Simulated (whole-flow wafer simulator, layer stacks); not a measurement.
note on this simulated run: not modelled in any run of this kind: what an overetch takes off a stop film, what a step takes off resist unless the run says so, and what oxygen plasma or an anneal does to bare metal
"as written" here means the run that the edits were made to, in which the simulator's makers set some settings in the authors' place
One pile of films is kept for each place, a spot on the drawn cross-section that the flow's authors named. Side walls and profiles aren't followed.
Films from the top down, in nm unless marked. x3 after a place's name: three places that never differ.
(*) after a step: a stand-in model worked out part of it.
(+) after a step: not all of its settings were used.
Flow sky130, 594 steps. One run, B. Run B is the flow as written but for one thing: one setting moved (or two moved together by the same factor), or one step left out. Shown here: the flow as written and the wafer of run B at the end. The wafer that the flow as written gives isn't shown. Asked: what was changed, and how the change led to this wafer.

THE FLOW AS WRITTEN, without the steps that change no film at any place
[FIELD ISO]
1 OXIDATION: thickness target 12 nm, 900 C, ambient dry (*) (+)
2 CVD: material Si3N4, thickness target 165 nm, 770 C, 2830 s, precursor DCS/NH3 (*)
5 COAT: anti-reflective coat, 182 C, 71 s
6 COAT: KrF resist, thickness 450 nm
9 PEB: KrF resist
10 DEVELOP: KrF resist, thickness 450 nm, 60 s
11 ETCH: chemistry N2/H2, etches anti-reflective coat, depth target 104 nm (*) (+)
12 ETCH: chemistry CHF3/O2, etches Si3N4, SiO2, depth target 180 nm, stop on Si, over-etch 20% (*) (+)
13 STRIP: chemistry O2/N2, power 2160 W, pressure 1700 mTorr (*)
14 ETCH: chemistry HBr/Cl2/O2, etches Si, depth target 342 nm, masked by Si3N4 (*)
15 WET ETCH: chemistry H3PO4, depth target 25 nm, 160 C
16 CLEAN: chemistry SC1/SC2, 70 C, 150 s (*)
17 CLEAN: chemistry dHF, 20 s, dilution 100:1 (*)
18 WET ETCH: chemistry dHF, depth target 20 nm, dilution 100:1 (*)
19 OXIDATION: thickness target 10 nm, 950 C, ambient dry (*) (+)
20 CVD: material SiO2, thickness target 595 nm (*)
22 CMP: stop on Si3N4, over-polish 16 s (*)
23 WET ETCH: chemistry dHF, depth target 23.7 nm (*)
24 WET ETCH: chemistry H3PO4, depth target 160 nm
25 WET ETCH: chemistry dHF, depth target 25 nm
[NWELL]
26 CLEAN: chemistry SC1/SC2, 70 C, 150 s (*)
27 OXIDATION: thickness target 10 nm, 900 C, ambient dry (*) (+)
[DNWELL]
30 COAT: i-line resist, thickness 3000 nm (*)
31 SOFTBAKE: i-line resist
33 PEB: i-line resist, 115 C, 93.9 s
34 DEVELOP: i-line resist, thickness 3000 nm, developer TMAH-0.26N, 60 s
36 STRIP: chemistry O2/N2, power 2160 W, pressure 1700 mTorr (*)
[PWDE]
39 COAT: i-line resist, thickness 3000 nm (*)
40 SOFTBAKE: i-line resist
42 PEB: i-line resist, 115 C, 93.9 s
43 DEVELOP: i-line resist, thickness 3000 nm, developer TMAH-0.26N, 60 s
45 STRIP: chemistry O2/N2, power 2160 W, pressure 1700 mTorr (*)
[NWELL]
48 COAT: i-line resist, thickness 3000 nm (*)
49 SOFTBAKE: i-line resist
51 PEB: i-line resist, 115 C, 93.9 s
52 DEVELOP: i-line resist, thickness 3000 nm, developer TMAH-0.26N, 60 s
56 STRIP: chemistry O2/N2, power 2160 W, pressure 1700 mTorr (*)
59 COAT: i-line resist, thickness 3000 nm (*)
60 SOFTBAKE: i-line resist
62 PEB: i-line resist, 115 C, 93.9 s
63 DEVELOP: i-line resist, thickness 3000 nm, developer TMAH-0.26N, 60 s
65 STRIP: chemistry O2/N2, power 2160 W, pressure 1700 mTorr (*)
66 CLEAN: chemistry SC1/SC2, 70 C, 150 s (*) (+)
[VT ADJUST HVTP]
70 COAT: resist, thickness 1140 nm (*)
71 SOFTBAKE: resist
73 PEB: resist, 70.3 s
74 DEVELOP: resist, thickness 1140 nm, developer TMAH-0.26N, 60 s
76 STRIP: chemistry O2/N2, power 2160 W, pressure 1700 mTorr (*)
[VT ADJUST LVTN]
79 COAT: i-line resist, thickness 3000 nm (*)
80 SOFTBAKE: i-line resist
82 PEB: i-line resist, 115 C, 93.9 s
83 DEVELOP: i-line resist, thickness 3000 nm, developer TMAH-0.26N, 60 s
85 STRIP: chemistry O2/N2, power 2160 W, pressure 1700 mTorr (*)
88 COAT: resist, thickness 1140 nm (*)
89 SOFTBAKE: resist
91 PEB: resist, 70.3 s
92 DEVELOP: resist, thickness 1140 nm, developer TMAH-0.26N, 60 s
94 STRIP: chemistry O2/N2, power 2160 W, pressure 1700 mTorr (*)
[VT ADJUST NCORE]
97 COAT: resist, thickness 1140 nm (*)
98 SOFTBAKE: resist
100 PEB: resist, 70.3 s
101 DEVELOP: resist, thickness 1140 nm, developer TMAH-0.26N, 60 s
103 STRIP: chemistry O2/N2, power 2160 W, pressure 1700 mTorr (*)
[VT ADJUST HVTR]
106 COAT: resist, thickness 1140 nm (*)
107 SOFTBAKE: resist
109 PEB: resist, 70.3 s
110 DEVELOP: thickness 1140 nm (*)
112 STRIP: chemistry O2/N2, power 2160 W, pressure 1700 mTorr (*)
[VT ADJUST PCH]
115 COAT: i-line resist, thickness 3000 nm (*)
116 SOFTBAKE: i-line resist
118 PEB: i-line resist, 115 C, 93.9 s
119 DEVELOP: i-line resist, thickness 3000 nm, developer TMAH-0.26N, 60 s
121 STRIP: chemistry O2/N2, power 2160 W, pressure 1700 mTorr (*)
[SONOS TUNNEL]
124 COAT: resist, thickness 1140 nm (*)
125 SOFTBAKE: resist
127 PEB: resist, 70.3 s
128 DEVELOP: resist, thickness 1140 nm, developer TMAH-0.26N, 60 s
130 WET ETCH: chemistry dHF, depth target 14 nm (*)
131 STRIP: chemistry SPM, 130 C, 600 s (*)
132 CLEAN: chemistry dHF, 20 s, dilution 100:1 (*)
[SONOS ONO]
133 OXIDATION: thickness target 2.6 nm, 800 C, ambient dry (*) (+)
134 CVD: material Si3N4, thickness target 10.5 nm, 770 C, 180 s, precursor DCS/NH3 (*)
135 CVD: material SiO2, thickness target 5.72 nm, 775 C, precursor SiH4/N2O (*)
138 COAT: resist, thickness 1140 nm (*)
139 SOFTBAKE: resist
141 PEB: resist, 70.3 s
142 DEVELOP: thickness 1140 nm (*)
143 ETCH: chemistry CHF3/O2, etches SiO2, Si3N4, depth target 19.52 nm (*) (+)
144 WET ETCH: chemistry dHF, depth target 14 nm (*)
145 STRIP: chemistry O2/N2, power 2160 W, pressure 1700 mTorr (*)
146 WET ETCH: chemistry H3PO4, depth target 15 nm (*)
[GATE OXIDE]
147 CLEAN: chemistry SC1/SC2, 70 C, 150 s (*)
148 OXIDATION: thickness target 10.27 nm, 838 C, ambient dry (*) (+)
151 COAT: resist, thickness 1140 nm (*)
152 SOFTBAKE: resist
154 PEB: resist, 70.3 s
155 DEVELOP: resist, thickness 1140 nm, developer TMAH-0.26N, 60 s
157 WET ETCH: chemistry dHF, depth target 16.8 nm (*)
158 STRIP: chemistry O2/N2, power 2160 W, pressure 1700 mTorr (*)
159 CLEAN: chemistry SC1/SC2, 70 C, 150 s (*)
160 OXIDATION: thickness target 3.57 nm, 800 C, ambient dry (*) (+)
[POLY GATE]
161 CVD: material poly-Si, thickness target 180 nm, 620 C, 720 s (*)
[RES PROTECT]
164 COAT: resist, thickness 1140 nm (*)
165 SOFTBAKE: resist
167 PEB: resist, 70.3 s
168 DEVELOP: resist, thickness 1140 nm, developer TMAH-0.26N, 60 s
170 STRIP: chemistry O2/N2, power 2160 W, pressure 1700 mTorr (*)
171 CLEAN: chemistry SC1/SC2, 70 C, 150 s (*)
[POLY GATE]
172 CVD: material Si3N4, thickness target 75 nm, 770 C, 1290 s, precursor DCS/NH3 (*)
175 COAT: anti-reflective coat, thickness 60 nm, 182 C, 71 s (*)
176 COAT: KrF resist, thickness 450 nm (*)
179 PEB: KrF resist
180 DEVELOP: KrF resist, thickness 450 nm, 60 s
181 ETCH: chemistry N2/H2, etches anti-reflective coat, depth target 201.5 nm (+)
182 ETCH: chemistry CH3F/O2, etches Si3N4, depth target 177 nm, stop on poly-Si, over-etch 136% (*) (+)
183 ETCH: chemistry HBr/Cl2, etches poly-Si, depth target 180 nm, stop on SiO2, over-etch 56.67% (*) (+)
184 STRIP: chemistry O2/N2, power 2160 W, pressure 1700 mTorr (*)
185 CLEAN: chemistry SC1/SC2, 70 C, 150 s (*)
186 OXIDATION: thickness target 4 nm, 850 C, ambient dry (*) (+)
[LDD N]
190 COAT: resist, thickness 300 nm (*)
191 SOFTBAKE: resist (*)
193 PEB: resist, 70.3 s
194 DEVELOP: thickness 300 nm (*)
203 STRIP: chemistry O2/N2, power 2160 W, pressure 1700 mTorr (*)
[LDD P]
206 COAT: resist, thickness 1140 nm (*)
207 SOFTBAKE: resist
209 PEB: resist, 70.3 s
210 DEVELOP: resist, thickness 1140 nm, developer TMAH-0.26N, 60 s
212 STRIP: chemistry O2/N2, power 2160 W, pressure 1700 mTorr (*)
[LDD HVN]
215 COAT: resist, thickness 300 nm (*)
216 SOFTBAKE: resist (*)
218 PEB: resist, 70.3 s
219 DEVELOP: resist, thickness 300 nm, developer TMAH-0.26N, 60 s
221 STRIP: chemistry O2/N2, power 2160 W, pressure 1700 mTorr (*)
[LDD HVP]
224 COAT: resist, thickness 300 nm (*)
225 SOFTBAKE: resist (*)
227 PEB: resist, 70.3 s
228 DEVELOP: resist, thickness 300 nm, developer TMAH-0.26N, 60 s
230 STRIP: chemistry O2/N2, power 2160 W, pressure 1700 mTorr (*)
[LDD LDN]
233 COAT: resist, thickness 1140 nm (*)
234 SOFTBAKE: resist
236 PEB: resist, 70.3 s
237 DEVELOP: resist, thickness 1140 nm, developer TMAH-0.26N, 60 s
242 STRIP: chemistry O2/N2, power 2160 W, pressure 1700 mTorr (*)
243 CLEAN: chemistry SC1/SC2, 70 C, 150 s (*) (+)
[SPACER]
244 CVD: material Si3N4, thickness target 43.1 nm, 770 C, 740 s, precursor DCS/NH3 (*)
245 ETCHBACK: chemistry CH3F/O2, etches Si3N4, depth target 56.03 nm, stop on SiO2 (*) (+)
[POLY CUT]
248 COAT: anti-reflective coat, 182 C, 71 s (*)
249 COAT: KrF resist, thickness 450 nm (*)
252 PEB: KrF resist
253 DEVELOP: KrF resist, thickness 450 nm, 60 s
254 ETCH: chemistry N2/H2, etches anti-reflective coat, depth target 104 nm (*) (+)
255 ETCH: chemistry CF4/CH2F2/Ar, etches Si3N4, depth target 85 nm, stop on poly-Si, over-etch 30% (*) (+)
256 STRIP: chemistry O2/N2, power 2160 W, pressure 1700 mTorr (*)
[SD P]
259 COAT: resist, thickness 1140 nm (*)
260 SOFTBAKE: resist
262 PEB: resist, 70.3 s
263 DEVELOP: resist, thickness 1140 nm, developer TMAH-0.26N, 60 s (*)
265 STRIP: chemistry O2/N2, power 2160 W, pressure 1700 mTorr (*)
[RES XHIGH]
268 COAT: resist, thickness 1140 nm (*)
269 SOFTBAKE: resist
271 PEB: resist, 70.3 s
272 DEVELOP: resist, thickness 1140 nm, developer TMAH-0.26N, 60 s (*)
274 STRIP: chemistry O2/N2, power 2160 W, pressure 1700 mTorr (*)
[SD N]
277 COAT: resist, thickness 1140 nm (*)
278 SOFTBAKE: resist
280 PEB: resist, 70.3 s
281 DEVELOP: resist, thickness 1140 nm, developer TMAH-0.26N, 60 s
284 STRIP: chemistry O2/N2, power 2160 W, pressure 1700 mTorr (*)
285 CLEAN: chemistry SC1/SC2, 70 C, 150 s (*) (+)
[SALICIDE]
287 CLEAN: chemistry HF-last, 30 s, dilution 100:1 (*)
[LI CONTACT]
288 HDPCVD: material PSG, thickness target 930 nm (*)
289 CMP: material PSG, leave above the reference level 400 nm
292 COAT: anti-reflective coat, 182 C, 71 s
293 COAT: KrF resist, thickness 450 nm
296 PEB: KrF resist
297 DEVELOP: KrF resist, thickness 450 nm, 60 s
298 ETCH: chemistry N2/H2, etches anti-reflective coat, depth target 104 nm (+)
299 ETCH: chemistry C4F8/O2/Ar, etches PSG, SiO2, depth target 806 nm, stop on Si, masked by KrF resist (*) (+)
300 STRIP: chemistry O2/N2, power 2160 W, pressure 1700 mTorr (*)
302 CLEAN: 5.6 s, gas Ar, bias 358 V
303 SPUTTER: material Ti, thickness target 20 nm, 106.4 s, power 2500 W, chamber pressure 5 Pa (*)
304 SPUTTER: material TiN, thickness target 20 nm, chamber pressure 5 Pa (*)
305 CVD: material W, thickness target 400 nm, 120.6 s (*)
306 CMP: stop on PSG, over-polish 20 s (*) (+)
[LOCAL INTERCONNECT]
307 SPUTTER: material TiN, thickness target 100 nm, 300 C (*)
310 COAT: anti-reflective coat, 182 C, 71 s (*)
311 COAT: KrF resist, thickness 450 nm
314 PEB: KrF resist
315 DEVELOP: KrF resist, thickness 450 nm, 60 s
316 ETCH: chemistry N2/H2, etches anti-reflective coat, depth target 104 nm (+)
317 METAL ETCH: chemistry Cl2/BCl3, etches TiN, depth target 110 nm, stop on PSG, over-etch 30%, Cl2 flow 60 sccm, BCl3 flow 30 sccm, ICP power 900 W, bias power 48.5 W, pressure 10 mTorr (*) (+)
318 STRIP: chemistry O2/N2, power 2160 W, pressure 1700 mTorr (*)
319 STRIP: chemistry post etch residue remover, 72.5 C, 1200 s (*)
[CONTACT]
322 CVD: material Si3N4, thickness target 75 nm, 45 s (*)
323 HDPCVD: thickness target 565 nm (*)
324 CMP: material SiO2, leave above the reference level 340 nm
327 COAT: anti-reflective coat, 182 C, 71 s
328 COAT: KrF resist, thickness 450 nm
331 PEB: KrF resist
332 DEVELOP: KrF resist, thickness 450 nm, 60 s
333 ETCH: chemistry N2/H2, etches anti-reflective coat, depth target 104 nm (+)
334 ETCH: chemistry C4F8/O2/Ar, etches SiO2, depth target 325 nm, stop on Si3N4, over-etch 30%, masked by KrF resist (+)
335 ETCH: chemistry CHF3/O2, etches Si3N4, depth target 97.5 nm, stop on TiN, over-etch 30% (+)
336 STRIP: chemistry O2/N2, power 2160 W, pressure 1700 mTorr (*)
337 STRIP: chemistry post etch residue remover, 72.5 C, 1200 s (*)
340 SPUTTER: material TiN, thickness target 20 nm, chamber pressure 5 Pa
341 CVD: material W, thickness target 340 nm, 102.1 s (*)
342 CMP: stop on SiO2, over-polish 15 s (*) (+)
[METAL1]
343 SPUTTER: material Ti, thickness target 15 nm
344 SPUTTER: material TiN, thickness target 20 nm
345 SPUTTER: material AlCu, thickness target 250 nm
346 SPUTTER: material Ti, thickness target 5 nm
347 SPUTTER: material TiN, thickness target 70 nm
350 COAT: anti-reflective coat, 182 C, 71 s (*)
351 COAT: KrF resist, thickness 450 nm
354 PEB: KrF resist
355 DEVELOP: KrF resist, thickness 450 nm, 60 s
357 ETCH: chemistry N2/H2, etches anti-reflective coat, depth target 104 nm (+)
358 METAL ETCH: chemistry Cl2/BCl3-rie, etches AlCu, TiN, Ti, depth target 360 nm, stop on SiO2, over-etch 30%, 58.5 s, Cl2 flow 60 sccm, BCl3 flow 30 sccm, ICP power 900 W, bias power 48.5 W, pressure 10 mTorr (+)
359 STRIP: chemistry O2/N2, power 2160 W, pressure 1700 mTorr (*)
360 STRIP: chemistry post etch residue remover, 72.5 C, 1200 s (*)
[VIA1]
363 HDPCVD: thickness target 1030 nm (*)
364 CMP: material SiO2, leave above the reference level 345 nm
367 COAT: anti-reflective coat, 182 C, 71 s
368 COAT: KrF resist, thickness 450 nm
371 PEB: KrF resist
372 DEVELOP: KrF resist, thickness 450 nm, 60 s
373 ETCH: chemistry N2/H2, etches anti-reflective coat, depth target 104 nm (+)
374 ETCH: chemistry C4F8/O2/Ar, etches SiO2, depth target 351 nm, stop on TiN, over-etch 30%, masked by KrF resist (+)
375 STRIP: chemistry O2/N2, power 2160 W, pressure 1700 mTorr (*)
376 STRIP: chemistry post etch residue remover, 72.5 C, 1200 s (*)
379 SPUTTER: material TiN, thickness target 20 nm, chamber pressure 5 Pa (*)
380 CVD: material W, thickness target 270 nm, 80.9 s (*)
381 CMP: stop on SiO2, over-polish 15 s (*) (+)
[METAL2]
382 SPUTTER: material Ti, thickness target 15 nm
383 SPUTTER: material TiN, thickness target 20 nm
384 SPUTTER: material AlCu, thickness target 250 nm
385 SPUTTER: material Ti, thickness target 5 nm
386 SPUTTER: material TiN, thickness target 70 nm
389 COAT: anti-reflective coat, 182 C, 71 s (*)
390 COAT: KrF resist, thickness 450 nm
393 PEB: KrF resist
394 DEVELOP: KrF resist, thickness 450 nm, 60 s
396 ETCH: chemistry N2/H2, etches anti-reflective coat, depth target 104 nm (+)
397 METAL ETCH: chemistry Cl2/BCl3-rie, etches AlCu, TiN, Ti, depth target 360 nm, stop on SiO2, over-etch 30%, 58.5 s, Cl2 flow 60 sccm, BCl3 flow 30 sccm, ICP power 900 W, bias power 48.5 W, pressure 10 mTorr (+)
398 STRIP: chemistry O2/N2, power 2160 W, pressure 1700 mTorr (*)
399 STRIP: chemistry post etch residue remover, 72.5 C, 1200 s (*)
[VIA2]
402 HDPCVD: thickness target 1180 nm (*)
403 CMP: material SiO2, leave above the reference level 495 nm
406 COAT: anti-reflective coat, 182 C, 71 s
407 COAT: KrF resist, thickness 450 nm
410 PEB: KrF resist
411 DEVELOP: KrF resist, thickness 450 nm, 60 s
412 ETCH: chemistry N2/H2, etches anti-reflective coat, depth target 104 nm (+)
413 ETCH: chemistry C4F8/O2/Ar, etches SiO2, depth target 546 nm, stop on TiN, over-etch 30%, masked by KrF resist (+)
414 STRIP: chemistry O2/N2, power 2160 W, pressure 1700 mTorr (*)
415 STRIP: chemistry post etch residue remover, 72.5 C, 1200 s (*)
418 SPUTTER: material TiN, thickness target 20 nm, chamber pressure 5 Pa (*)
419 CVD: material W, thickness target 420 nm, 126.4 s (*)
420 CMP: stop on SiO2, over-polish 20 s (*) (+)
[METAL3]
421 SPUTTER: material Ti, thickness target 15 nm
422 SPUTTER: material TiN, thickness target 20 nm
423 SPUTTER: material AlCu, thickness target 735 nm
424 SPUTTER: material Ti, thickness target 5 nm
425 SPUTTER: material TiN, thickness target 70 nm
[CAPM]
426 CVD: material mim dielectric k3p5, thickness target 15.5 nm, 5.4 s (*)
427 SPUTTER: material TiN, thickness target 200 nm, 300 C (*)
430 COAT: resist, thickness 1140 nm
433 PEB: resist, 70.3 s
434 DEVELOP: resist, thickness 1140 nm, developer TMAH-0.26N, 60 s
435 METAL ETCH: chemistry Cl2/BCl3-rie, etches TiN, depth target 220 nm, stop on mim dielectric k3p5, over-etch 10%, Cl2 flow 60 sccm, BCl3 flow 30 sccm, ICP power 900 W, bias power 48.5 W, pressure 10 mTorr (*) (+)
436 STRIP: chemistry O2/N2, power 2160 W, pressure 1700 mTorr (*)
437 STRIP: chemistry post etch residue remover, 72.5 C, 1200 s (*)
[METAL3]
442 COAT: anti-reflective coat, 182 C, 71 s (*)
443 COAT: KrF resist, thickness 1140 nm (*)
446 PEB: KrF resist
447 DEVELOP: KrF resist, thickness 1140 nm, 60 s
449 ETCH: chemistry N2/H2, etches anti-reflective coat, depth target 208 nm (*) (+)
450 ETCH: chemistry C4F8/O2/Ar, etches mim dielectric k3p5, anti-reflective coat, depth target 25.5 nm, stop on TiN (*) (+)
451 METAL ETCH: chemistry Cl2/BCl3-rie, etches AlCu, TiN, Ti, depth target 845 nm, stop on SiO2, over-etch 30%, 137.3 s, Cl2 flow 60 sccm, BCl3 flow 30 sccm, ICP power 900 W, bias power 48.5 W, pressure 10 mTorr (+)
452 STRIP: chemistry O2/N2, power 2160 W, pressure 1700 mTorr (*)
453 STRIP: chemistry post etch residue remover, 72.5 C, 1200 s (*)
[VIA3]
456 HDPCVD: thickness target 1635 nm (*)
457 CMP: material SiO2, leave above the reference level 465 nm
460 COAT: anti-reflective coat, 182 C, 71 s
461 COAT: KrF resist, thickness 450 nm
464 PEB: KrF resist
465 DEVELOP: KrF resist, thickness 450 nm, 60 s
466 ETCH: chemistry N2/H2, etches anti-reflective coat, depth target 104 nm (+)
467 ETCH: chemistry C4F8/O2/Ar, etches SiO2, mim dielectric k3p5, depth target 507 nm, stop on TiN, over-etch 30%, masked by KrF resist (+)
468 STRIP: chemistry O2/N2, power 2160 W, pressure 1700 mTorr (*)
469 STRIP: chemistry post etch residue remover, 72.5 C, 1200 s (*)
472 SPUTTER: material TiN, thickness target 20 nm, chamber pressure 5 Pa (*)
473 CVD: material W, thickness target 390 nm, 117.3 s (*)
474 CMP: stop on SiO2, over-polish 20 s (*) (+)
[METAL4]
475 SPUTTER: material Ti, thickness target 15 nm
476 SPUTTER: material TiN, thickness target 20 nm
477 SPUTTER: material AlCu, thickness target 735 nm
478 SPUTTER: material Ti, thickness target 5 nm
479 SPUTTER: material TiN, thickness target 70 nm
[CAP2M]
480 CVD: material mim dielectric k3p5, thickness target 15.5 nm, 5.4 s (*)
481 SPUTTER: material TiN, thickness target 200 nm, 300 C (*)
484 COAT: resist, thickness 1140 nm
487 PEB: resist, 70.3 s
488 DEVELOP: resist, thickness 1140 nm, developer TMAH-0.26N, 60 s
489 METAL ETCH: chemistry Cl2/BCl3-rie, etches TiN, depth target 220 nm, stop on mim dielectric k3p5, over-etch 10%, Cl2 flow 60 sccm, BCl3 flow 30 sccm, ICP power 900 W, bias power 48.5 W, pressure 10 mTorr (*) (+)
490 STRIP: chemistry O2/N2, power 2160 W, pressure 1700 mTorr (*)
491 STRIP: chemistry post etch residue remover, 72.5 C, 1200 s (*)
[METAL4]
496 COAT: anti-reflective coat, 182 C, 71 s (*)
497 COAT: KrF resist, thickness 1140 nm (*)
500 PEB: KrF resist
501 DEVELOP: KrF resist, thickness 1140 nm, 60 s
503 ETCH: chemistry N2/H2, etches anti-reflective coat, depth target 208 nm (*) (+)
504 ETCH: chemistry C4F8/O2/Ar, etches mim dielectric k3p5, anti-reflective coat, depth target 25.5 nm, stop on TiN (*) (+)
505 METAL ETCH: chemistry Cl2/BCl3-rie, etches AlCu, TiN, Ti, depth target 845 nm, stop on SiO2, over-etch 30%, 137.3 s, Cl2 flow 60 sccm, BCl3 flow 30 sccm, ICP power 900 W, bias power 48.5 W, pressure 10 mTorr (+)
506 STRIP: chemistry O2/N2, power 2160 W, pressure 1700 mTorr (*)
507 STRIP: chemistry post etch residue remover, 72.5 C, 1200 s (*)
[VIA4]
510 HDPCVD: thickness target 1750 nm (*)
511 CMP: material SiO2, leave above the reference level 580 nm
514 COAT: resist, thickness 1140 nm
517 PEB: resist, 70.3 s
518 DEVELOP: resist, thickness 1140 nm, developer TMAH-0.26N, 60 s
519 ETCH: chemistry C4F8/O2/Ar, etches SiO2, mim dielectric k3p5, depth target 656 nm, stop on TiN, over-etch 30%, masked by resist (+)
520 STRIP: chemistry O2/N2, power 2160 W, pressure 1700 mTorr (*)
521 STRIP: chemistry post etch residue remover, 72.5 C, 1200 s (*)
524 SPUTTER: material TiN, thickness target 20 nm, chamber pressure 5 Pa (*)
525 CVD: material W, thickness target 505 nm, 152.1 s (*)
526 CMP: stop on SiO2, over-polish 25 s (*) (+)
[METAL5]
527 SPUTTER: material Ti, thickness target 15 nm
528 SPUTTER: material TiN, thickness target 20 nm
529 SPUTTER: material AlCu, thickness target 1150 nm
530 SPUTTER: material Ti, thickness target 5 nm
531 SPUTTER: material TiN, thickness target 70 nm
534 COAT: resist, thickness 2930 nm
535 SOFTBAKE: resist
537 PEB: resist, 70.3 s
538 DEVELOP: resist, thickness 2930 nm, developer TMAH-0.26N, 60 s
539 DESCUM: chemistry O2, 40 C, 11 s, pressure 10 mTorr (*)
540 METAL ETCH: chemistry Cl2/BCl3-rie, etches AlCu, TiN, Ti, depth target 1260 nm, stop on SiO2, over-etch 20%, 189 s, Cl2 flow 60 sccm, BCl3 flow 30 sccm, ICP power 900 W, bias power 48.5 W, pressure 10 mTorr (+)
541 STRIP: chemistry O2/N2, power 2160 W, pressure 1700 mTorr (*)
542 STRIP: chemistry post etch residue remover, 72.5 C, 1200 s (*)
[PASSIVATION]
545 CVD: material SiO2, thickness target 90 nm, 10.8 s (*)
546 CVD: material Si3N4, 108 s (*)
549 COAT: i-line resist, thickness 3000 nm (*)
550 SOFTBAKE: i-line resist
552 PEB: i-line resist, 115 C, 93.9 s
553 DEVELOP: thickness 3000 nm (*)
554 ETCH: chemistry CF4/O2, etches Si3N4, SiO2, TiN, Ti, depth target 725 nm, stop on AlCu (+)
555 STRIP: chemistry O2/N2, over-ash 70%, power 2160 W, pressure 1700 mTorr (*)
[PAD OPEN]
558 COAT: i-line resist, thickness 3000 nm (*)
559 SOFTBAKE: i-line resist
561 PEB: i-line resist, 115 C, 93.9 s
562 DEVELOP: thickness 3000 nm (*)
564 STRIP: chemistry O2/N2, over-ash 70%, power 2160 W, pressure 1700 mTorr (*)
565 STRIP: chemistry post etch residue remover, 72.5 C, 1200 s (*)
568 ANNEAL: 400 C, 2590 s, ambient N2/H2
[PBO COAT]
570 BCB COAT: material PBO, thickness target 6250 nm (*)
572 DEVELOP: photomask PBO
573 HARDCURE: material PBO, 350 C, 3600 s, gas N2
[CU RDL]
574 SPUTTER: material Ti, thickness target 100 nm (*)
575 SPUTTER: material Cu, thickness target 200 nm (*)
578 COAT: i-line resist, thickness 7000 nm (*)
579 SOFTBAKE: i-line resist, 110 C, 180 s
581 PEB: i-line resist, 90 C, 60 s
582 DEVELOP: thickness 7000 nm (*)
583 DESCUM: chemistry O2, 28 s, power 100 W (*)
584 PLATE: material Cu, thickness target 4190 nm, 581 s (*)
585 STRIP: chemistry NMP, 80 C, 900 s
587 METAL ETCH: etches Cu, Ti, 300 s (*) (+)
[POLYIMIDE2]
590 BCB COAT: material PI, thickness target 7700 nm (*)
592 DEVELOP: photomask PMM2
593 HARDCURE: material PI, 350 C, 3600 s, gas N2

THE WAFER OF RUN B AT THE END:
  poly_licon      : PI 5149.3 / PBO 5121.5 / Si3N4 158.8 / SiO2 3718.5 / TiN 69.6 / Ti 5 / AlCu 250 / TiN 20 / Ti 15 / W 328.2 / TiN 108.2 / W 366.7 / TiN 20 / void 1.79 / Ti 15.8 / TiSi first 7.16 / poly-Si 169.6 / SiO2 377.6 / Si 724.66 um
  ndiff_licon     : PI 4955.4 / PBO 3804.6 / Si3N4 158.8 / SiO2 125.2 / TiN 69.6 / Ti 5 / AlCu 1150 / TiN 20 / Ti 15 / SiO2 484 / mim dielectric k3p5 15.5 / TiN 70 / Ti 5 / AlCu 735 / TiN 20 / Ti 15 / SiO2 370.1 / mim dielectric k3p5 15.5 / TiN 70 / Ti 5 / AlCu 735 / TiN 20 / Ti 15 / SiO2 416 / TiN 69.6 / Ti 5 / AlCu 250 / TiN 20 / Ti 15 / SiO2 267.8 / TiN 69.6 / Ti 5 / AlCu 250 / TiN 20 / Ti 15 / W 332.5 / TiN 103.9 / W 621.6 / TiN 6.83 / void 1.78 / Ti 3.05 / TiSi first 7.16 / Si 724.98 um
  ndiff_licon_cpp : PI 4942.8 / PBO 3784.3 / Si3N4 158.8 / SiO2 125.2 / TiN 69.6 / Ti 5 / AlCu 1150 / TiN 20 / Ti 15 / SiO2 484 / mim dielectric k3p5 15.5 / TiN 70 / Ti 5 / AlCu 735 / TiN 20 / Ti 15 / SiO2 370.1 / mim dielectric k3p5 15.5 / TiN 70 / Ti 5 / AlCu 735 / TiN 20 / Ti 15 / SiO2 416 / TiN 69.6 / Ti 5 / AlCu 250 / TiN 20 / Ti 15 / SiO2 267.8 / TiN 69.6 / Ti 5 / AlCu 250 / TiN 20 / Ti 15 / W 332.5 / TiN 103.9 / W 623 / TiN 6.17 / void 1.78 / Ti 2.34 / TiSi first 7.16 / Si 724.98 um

The cause: step 340, SPUTTER: thickness target 9 nm was run, where the flow has thickness target 20 nm.

How the change led to this, step by step:
  340 SPUTTER: material TiN, thickness target 20 nm, chamber pressure 5 Pa
      field, active, n_well and 184 more: TiN +9 (new film) (as written it would be: TiN +20 (new film))
      ndiff_licon_cpp, rpo_hd_licon: TiN +4.71 (as written it would be: TiN +10.4)
      (and at 2 more places)
  342 CMP: stop on SiO2, over-polish 15 s (*) (+)
      field, active, n_well and 184 more: W -340 (all of it), TiN -9 (all of it), SiO2 -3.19 (as written it would be: W -340 (all of it), TiN -20 (all of it), SiO2 -3.19)
      ndiff_licon, ndiff_licon_cpp, rpo_hd_licon: W -352.7 (as written it would be: W -363.7)
      (and at 1 more place)
